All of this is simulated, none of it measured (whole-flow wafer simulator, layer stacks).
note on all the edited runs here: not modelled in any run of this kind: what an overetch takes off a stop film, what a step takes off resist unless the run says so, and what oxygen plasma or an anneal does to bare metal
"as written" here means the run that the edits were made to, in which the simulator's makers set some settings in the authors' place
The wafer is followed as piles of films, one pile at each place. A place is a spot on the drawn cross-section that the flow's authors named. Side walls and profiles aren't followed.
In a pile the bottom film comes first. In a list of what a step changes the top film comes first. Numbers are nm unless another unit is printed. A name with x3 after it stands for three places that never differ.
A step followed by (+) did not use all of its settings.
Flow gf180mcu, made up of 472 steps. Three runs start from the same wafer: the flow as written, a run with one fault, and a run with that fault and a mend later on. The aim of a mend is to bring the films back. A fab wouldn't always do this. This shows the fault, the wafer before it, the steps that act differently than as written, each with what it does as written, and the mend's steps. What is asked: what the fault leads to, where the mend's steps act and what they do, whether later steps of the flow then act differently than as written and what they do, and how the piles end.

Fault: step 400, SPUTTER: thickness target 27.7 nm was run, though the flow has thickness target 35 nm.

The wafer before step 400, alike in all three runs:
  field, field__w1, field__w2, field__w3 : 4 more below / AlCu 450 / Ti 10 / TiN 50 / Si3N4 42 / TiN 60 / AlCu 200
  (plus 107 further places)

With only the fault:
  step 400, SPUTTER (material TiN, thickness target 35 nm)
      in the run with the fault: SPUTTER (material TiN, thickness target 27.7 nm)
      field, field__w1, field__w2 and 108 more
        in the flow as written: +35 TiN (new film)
        in the run with the fault: +27.7 TiN (new film)
  Steps further on in the flow that do not act as written (9 other steps are not shown; they differ only slightly, by no more than 2% or 0.5 nm, whichever is larger):
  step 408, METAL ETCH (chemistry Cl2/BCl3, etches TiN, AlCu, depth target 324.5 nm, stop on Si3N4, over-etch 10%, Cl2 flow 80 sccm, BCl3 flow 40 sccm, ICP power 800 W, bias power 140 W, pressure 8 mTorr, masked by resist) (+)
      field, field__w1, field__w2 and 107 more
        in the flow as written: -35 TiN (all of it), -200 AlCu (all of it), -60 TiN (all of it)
        in the run with the fault: -27.7 TiN (all of it), -200 AlCu (all of it), -60 TiN (all of it)
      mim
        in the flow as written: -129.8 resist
        in the run with the fault: -126.6 resist
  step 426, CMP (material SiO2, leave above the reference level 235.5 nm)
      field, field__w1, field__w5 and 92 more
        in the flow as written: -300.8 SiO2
        in the run with the fault: -308.1 SiO2
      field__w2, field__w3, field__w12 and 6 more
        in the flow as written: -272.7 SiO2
        in the run with the fault: -280 SiO2
  At mim, the piles at the end differ from the flow's by more than 2% or 0.5 nm, whichever is larger.
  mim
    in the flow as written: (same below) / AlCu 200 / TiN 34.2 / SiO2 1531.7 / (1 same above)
    in the run with the fault: (same below) / AlCu 200 / TiN 26.9 / SiO2 1531.7 / (1 same above)

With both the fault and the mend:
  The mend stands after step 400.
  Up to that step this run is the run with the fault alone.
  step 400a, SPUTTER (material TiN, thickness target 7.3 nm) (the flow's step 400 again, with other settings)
      field, field__w1, field__w2 and 108 more
        +7.3 TiN
  None of the later steps of the flow acts differently than as written at any place that is followed.
  The piles end the same as the flow's at every place that both follow.
